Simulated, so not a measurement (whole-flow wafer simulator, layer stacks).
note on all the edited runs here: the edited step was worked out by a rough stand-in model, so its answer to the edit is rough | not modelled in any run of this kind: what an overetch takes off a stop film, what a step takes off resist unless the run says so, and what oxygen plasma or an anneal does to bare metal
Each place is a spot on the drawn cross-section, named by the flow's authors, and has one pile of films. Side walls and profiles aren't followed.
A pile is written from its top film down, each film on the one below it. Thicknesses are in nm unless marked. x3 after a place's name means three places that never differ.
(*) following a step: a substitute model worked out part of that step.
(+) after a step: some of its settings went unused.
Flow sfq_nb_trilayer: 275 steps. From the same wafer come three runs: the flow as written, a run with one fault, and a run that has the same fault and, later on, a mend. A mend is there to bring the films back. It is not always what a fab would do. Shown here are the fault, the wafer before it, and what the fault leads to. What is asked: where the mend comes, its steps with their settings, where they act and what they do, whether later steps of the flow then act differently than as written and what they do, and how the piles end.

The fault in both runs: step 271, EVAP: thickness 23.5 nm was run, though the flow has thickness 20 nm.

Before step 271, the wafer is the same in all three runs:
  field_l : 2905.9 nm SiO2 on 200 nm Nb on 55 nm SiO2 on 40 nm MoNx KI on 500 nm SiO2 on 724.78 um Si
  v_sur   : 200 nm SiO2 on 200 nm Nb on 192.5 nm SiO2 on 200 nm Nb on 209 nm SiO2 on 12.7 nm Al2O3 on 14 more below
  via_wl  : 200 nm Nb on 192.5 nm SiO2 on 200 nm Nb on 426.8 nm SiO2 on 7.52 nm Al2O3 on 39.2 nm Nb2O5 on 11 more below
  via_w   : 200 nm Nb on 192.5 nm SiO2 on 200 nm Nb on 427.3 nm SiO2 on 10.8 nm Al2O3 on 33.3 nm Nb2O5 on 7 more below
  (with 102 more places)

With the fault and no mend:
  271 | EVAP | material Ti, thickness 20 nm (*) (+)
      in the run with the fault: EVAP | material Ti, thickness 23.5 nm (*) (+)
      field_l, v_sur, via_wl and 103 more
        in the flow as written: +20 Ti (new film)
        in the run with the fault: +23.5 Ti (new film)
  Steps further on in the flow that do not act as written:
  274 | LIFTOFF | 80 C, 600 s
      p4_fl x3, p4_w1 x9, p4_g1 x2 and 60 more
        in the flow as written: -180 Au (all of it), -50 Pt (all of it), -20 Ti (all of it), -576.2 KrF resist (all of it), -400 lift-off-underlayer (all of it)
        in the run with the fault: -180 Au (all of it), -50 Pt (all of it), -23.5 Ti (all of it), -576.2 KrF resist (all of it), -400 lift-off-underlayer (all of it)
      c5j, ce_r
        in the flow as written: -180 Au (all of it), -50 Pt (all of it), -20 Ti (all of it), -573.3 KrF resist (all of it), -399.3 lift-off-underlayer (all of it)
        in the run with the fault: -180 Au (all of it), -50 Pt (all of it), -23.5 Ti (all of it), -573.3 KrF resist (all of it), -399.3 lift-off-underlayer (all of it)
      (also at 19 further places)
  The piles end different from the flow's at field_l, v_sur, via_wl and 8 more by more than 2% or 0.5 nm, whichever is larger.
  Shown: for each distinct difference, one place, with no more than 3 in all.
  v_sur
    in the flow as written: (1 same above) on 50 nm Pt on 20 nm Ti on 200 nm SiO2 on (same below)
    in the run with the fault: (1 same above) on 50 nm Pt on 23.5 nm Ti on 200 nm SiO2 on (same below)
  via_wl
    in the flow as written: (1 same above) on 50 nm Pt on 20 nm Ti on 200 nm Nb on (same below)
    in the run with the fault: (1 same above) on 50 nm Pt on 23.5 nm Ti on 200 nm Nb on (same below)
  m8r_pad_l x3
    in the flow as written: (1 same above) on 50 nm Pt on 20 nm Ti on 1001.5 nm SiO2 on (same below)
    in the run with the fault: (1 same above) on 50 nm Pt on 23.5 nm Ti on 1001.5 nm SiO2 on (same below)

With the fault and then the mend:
  The mend follows step 271.
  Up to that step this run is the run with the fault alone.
  271a | METAL ETCH | etches Ti, MoNx, depth 3.5 nm (the flow's step 190 again, with other settings)
      field_l, v_sur, via_wl and 103 more
        -3.5 Ti
  Later steps of the flow that are run all act as written at every place that is followed.
  By the end, the piles equal the flow's at every place that both follow.
